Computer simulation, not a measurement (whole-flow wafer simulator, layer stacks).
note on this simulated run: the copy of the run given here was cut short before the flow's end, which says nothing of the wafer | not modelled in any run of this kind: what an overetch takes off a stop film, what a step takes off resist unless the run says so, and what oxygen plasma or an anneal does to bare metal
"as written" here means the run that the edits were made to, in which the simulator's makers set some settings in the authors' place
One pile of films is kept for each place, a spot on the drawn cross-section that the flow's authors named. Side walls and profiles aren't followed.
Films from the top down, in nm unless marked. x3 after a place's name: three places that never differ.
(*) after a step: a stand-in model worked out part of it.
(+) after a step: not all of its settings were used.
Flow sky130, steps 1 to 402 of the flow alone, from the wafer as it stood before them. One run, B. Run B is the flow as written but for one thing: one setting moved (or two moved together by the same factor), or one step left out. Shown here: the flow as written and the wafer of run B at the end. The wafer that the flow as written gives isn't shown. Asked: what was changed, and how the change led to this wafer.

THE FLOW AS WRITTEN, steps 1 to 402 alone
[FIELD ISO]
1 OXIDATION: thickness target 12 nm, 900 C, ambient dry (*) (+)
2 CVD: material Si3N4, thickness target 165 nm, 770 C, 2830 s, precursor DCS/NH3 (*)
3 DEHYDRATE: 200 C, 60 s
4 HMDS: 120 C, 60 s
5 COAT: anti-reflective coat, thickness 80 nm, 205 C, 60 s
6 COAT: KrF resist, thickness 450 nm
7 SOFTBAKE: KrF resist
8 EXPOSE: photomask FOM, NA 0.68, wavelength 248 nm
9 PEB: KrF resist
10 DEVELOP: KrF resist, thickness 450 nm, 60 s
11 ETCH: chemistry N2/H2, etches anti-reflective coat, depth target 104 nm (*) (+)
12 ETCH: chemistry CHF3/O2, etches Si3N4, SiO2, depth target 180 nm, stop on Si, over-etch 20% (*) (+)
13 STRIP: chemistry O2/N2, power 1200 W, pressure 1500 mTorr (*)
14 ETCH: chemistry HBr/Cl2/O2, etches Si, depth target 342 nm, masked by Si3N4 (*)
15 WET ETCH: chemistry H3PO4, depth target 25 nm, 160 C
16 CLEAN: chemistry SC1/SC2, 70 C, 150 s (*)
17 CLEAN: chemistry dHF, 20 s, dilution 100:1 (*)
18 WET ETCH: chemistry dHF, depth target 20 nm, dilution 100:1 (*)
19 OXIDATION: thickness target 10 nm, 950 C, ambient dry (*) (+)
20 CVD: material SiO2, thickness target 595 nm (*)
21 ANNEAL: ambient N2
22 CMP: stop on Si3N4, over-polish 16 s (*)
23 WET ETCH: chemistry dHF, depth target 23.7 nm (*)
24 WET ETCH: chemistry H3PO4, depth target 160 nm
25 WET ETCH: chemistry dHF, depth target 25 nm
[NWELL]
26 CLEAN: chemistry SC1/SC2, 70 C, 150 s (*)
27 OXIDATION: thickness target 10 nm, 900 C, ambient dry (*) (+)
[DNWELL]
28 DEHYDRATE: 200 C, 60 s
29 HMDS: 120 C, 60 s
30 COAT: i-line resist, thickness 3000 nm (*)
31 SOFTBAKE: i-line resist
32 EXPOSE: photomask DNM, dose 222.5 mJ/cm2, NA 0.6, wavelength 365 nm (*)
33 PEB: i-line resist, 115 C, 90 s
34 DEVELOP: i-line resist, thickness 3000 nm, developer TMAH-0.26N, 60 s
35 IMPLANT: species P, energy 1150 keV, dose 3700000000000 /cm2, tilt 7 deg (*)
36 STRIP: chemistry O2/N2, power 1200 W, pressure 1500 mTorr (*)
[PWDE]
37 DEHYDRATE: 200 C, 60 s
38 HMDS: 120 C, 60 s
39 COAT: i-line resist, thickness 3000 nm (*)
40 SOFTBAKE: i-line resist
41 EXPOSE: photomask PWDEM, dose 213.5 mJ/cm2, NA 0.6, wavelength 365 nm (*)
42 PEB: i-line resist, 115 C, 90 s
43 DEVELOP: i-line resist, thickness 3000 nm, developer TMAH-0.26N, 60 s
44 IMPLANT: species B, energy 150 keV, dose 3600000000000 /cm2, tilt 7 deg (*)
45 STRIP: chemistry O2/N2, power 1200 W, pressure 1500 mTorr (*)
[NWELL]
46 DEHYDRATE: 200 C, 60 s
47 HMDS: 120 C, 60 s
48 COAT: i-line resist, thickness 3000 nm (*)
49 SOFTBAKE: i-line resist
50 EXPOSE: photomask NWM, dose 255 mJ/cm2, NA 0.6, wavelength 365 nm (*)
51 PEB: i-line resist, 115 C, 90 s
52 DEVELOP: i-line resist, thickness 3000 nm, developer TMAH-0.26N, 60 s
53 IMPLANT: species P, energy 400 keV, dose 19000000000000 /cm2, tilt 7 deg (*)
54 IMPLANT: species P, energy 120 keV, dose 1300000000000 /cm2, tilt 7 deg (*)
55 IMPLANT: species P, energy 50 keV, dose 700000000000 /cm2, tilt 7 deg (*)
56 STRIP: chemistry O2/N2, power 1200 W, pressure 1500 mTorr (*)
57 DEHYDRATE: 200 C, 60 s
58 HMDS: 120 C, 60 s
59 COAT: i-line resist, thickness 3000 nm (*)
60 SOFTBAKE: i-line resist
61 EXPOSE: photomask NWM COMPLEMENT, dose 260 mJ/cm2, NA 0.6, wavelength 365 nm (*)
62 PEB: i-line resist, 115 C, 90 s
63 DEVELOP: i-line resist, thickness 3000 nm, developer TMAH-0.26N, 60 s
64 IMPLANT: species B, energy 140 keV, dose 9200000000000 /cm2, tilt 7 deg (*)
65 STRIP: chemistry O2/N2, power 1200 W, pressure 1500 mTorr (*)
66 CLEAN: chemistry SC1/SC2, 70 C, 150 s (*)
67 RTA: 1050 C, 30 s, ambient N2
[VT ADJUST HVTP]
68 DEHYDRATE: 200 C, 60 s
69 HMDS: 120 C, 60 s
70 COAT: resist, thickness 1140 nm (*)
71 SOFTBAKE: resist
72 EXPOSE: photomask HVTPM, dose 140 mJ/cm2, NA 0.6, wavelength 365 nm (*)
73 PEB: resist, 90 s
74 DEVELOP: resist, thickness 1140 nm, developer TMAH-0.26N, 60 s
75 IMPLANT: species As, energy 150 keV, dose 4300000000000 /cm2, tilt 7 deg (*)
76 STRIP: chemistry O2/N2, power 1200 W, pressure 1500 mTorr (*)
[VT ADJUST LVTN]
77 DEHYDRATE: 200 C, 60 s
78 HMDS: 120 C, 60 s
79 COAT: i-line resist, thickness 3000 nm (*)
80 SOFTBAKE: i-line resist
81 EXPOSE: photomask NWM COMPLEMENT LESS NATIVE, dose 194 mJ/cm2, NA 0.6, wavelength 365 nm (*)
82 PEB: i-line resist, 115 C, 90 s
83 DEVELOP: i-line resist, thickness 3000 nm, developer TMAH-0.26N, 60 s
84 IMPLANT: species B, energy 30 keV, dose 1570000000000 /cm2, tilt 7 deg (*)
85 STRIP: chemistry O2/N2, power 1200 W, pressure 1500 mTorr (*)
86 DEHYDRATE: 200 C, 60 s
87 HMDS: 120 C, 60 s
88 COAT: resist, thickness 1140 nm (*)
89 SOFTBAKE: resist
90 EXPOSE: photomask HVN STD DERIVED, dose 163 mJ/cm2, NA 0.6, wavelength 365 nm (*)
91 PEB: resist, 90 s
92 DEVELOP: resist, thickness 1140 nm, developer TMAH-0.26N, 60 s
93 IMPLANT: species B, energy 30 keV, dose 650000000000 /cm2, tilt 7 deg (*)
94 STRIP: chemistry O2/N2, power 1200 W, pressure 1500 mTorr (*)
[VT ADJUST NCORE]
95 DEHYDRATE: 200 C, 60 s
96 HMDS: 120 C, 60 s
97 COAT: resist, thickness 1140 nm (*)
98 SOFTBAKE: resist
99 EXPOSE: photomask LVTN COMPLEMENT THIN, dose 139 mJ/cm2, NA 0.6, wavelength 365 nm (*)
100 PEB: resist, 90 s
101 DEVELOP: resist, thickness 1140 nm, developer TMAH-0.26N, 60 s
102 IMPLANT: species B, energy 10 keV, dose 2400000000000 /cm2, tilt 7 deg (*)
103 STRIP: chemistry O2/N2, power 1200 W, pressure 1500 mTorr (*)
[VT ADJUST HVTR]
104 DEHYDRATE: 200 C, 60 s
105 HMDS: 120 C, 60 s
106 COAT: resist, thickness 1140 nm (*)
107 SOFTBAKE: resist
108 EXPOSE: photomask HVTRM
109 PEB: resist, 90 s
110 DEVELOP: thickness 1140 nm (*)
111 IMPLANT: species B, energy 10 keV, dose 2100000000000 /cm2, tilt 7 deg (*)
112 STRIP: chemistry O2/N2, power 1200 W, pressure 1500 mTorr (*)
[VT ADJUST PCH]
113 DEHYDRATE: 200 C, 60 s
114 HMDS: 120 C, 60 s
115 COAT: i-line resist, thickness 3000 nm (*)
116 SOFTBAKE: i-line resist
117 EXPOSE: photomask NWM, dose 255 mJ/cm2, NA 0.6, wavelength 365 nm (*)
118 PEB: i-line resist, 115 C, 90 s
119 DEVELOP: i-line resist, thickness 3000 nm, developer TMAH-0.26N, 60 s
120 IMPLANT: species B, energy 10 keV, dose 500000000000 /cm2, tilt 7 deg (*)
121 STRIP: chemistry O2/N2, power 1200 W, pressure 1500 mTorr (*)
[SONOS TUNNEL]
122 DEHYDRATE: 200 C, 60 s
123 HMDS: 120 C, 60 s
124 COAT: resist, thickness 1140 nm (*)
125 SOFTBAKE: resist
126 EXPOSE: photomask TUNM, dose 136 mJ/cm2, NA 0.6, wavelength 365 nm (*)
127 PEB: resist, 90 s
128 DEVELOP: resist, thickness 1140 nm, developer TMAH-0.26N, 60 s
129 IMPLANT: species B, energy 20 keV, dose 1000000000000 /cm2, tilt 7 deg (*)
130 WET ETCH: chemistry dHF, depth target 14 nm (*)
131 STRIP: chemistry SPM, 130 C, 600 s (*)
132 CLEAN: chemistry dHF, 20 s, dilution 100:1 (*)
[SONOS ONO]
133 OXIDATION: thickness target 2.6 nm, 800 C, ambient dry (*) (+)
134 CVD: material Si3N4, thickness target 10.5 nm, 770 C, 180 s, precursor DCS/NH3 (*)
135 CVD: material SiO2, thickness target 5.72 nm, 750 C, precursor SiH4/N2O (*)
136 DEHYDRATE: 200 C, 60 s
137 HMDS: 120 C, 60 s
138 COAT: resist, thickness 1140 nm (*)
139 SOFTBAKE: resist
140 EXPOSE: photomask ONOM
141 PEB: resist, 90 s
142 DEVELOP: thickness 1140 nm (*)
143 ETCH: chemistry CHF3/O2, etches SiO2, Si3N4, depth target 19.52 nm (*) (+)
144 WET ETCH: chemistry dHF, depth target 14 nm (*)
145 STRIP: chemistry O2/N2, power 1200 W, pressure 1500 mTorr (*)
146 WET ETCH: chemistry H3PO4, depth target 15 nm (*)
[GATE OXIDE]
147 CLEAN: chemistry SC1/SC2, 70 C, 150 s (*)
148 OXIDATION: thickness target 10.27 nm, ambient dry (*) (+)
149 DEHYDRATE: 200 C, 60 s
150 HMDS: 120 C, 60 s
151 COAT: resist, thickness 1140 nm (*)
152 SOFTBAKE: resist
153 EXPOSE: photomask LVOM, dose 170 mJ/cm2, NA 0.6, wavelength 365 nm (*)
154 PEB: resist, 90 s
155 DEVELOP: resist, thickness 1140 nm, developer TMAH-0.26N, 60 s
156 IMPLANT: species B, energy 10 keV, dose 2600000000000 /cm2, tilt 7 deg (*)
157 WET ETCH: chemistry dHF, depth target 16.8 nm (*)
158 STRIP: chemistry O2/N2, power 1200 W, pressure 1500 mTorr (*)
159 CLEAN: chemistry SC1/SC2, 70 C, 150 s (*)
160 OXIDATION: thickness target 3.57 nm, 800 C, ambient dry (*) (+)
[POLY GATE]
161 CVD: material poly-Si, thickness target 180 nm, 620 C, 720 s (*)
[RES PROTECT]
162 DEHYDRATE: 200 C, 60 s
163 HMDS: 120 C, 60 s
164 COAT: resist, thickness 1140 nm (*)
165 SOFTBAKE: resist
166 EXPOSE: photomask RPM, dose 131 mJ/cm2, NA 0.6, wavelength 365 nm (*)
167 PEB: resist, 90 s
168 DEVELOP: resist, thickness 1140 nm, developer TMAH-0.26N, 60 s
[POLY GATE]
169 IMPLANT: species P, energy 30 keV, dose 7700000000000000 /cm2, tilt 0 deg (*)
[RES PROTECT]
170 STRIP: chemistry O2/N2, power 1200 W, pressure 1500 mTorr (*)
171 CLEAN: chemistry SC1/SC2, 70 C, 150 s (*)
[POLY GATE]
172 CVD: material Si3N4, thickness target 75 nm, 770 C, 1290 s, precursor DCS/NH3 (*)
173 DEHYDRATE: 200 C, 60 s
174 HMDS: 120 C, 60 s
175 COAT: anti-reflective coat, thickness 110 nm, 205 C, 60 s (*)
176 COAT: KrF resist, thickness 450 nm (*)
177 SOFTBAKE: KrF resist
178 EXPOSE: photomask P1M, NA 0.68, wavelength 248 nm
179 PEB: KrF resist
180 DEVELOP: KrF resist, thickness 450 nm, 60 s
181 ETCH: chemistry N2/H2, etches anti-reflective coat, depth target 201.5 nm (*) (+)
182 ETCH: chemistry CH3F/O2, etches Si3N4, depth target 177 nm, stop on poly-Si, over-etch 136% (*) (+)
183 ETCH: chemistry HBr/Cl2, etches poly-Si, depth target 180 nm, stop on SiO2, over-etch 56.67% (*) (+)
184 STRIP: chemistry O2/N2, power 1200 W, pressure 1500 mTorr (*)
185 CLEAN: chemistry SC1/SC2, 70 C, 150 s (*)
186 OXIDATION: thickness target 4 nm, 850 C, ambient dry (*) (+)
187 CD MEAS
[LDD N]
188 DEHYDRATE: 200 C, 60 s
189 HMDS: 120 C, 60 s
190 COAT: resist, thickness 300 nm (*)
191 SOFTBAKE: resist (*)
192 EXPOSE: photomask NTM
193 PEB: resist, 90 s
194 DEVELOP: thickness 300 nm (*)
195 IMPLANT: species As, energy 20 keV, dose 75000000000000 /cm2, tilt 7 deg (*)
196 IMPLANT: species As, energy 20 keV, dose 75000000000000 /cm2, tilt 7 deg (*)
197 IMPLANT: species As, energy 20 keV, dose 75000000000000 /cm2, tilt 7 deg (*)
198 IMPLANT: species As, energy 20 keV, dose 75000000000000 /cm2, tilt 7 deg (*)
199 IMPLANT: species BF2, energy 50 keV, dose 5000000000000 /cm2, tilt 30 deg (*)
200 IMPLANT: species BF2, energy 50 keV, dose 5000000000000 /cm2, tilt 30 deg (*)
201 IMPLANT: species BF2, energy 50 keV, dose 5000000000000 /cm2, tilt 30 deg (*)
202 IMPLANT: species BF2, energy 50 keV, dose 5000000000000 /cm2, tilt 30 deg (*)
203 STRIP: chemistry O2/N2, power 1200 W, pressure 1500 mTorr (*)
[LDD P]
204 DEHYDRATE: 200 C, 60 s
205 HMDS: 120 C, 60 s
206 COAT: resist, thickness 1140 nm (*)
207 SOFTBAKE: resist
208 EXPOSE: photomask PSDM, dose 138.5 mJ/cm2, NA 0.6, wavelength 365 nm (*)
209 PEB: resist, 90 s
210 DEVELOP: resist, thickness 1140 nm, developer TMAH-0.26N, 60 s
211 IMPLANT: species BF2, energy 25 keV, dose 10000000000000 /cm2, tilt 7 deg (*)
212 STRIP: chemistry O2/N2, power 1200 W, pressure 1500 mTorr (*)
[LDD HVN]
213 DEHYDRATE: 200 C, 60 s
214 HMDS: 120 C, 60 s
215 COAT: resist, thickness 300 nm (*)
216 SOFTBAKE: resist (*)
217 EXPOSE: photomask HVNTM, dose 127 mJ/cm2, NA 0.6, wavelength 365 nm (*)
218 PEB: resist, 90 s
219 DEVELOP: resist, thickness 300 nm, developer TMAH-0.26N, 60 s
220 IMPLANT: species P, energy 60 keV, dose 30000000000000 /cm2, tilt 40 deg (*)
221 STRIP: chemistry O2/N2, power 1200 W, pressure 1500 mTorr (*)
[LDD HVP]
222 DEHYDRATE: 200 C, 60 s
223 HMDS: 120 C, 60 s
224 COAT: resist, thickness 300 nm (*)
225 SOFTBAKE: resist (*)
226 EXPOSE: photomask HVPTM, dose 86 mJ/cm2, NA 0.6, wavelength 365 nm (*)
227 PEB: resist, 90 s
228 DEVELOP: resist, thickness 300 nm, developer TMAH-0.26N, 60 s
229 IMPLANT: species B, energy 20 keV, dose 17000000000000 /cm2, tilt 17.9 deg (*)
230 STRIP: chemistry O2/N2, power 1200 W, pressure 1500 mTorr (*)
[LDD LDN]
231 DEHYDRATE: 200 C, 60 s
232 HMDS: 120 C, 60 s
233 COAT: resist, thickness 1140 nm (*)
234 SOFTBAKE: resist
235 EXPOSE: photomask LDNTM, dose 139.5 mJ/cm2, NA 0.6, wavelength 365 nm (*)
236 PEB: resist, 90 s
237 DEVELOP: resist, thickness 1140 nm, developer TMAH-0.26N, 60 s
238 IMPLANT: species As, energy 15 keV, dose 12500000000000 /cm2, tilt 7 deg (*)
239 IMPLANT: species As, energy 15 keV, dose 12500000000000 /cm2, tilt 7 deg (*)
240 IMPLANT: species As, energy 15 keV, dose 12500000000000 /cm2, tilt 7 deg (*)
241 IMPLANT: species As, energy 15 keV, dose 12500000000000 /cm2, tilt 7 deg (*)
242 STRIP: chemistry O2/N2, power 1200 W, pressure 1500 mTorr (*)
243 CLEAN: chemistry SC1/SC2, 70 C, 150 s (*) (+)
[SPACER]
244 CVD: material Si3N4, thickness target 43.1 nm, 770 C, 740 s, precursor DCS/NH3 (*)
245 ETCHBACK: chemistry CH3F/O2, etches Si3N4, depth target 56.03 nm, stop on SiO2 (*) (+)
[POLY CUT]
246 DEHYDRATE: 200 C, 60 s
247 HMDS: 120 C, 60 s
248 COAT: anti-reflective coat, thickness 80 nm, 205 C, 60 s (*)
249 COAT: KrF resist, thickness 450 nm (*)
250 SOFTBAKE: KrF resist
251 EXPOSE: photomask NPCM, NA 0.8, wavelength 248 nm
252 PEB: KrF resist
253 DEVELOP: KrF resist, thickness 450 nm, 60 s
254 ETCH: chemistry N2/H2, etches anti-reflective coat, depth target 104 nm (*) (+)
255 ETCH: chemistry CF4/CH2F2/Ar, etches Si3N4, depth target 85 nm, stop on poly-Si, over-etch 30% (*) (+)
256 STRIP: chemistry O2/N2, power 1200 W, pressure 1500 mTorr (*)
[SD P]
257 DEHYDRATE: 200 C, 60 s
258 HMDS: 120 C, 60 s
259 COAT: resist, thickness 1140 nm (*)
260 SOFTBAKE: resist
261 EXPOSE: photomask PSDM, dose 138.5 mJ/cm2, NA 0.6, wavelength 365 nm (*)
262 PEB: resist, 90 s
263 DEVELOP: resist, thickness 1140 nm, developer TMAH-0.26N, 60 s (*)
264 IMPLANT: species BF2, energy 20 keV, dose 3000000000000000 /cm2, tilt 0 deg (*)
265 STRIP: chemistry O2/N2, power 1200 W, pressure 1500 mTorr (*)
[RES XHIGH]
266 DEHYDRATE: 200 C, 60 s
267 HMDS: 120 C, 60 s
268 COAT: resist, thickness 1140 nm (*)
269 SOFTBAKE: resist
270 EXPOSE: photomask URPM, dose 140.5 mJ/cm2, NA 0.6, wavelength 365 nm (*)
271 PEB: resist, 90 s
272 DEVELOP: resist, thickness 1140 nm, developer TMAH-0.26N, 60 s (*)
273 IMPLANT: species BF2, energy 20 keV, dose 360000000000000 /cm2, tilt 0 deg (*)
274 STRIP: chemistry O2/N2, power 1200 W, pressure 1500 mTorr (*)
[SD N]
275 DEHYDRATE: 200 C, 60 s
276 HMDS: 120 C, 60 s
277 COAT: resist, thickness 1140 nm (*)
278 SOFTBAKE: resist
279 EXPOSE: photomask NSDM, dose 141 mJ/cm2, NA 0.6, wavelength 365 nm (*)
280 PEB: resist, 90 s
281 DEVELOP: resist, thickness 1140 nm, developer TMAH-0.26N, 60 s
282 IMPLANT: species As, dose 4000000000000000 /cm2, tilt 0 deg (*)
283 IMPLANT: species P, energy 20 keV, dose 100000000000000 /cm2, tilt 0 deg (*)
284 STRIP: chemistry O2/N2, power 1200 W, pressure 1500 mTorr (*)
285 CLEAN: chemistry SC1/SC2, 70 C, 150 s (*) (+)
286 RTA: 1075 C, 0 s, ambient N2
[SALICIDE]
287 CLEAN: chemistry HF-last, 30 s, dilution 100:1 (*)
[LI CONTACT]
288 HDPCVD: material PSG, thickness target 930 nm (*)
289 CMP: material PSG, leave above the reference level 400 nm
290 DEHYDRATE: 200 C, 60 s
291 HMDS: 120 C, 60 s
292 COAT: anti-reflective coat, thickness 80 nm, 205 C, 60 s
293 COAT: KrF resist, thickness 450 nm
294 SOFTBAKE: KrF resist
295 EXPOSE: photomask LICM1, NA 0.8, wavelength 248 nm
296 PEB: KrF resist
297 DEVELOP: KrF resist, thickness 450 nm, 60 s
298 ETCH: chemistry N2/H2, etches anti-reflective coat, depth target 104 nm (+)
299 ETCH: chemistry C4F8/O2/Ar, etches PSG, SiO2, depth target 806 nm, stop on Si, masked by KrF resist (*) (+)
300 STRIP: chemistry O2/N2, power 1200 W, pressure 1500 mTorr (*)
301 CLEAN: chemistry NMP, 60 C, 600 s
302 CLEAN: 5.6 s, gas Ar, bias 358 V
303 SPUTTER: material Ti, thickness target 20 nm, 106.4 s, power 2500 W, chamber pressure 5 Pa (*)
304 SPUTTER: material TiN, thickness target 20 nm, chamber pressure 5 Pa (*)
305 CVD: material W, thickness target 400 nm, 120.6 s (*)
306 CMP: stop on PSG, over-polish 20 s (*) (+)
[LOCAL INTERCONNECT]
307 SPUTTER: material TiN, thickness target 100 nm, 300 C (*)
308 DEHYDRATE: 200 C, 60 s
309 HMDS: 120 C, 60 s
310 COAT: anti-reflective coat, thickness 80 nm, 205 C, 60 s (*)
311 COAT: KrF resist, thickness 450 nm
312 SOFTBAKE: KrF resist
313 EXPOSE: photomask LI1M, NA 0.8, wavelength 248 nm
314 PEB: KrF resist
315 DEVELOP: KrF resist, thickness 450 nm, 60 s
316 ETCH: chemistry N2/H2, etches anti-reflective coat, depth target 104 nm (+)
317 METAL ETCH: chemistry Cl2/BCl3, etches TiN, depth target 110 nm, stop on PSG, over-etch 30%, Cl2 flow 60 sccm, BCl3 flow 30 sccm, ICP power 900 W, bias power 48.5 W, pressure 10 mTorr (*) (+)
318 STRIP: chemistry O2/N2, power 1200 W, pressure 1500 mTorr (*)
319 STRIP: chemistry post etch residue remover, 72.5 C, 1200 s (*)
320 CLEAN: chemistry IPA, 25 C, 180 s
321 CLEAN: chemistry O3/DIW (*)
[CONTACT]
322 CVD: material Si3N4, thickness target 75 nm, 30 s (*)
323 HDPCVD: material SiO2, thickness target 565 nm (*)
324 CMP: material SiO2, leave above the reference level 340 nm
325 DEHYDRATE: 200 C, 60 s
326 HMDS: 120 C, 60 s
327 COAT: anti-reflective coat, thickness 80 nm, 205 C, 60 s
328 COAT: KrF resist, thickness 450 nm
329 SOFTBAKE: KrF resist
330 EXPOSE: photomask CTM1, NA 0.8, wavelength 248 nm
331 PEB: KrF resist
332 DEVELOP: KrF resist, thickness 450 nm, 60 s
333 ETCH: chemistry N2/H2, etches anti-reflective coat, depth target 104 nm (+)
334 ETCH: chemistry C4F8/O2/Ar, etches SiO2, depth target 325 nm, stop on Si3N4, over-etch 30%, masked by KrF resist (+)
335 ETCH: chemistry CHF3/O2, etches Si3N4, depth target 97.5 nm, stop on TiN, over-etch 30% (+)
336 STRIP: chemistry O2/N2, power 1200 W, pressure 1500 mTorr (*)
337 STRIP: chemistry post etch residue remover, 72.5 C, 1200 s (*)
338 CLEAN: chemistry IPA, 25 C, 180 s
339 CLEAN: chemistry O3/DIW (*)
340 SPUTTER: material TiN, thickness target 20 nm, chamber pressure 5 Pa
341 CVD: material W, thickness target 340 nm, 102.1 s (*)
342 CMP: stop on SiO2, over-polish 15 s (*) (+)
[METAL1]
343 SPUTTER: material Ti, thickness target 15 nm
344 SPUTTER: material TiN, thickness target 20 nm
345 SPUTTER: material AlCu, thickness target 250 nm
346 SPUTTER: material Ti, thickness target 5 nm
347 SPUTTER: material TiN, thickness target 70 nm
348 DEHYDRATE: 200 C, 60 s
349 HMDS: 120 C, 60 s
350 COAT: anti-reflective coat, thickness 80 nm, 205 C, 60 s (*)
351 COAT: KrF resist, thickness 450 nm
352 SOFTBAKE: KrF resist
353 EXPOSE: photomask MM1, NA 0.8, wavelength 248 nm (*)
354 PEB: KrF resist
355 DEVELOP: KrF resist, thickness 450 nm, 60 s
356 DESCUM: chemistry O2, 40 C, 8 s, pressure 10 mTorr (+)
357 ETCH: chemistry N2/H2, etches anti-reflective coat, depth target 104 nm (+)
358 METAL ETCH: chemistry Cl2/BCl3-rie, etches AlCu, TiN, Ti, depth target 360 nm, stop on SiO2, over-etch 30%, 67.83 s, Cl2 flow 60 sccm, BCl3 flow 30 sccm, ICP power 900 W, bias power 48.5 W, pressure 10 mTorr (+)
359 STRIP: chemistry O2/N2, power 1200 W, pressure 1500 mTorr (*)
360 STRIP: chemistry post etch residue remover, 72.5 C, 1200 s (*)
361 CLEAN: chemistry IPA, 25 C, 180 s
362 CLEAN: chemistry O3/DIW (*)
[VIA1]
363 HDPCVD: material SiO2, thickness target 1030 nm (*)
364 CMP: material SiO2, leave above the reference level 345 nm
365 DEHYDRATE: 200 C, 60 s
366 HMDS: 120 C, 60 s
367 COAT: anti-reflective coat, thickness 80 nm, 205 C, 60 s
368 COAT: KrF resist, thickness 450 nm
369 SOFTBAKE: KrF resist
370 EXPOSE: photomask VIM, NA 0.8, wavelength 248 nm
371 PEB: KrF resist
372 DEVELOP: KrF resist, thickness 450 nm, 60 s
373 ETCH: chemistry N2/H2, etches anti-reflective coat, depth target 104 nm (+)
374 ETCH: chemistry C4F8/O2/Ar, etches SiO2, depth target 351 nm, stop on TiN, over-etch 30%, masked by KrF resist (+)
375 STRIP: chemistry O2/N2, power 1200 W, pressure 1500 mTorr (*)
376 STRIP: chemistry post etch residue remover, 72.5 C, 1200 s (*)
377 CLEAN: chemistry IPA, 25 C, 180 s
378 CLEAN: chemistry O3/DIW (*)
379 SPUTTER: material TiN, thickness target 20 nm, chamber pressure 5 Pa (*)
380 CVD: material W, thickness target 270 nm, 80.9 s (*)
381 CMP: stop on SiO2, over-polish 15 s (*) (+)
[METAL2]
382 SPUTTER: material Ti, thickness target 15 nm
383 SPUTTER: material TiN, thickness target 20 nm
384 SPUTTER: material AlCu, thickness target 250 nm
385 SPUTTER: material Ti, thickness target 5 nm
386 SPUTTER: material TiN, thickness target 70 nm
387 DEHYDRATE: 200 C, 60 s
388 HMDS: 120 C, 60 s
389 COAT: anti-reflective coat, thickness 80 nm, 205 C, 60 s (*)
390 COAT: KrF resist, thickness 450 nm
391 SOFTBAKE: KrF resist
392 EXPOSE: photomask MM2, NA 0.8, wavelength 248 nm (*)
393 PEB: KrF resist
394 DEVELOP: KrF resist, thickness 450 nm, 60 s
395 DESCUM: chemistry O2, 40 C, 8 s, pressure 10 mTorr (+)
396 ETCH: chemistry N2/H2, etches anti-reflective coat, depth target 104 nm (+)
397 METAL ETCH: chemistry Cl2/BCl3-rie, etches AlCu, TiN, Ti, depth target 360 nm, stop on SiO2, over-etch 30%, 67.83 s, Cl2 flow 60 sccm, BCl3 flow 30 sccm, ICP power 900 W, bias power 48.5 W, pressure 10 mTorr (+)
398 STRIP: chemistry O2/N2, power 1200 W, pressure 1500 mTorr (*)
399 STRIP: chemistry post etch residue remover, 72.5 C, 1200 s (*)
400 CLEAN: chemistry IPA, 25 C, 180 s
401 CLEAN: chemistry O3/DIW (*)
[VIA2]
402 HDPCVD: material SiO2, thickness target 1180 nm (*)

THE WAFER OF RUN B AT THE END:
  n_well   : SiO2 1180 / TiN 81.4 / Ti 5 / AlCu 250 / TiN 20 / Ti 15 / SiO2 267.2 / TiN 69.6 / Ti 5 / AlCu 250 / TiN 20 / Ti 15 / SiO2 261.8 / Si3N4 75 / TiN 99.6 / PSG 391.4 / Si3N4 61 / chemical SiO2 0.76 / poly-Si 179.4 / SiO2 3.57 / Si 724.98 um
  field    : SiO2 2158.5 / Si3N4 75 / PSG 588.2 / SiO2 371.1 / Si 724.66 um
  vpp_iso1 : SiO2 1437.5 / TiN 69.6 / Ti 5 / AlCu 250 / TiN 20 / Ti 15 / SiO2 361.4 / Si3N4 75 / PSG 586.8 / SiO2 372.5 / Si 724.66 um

The cause: step 386, SPUTTER: thickness target 81.8 nm was run, where the flow has thickness target 70 nm.

How the change led to this, step by step:
  386 SPUTTER: material TiN, thickness target 70 nm
      field, active, n_well and 188 more: TiN +81.8 (new film) (as written it would be: TiN +70 (new film))
  397 METAL ETCH: chemistry Cl2/BCl3-rie, etches AlCu, TiN, Ti, depth target 360 nm, stop on SiO2, over-etch 30%, 67.83 s, Cl2 flow 60 sccm, BCl3 flow 30 sccm, ICP power 900 W, bias power 48.5 W, pressure 10 mTorr (+)
      field, active, gate and 82 more: TiN -80.5 (all of it), Ti -5 (all of it), AlCu -250 (all of it), TiN -20 (all of it), Ti -15 (all of it), SiO2 -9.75 (as written it would be: TiN -68.7 (all of it), Ti -5 (all of it), AlCu -250 (all of it), TiN -20 (all of it), Ti -15 (all of it), SiO2 -10.9)
